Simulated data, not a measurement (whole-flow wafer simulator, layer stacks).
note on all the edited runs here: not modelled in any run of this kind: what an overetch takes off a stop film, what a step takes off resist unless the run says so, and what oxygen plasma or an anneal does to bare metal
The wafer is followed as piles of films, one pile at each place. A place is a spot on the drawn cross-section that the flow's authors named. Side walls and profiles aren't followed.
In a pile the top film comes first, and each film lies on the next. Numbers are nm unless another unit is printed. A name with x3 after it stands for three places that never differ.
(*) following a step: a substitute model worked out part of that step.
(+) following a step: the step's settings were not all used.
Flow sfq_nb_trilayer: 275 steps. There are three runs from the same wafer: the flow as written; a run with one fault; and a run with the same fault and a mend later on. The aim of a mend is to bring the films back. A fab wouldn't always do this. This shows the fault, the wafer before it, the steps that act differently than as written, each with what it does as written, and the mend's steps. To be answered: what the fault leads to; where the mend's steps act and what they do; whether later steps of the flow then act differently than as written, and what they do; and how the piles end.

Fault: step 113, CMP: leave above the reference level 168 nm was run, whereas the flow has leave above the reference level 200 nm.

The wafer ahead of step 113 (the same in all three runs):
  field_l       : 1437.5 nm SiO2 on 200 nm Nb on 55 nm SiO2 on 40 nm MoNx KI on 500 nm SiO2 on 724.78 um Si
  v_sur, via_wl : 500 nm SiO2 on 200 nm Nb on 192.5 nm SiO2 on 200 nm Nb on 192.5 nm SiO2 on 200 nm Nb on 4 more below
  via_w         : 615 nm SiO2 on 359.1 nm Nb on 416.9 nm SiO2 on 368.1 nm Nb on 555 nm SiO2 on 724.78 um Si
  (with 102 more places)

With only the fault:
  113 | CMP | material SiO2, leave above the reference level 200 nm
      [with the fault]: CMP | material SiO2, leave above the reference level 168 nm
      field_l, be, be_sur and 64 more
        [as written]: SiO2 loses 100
        [with the fault]: SiO2 loses 132
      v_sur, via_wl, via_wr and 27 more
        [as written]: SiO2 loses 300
        [with the fault]: SiO2 loses 332
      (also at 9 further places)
  Later steps of the flow acting differently than as written (4 more steps, not shown, differ only slightly: by at most 2% or 0.5 nm, whichever is larger):
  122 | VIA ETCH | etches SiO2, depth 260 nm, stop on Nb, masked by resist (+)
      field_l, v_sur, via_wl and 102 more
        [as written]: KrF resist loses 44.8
        [with the fault]: KrF resist loses 43.4
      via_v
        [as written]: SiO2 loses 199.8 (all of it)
        [with the fault]: SiO2 loses 167.8 (all of it)
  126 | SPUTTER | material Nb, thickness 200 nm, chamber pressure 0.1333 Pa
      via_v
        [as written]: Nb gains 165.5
        [with the fault]: Nb gains 172.5
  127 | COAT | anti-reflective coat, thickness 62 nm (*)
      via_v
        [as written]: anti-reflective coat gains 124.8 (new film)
        [with the fault]: anti-reflective coat gains 116.2 (new film)
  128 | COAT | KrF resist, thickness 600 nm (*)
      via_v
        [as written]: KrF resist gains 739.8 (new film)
        [with the fault]: KrF resist gains 714.3 (new film)
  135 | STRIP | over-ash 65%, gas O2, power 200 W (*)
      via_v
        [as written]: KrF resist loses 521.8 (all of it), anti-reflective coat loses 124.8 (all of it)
        [with the fault]: KrF resist loses 496.4 (all of it), anti-reflective coat loses 116.2 (all of it)
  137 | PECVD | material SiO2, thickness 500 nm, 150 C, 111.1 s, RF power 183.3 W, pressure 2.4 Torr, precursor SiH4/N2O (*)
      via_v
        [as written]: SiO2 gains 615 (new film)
        [with the fault]: SiO2 gains 551.5 (new film)
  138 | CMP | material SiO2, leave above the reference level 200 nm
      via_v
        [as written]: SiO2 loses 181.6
        [with the fault]: SiO2 loses 157.1
  At v_sur, via_wl, via_w and 36 more, the piles at the end differ from the flow's by more than 2% or 0.5 nm, whichever is larger.
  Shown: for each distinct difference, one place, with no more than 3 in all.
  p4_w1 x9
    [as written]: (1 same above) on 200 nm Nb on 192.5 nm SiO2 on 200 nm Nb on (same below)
    [with the fault]: (1 same above) on 200 nm Nb on 160.5 nm SiO2 on 200 nm Nb on (same below)
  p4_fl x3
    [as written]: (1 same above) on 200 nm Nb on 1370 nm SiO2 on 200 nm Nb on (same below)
    [with the fault]: (1 same above) on 200 nm Nb on 1338 nm SiO2 on 200 nm Nb on (same below)
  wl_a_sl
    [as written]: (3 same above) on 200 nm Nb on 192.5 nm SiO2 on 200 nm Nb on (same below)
    [with the fault]: (3 same above) on 200 nm Nb on 160.5 nm SiO2 on 200 nm Nb on (same below)

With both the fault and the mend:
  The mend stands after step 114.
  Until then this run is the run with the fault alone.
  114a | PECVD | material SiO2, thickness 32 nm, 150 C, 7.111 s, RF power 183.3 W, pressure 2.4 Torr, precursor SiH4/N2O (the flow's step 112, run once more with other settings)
      field_l, v_sur, via_wl and 103 more
        SiO2 gains 32
  Every later step of the flow that is run acts as written at every place that is followed.
  At every place that both follow, the piles at the end match the flow's.
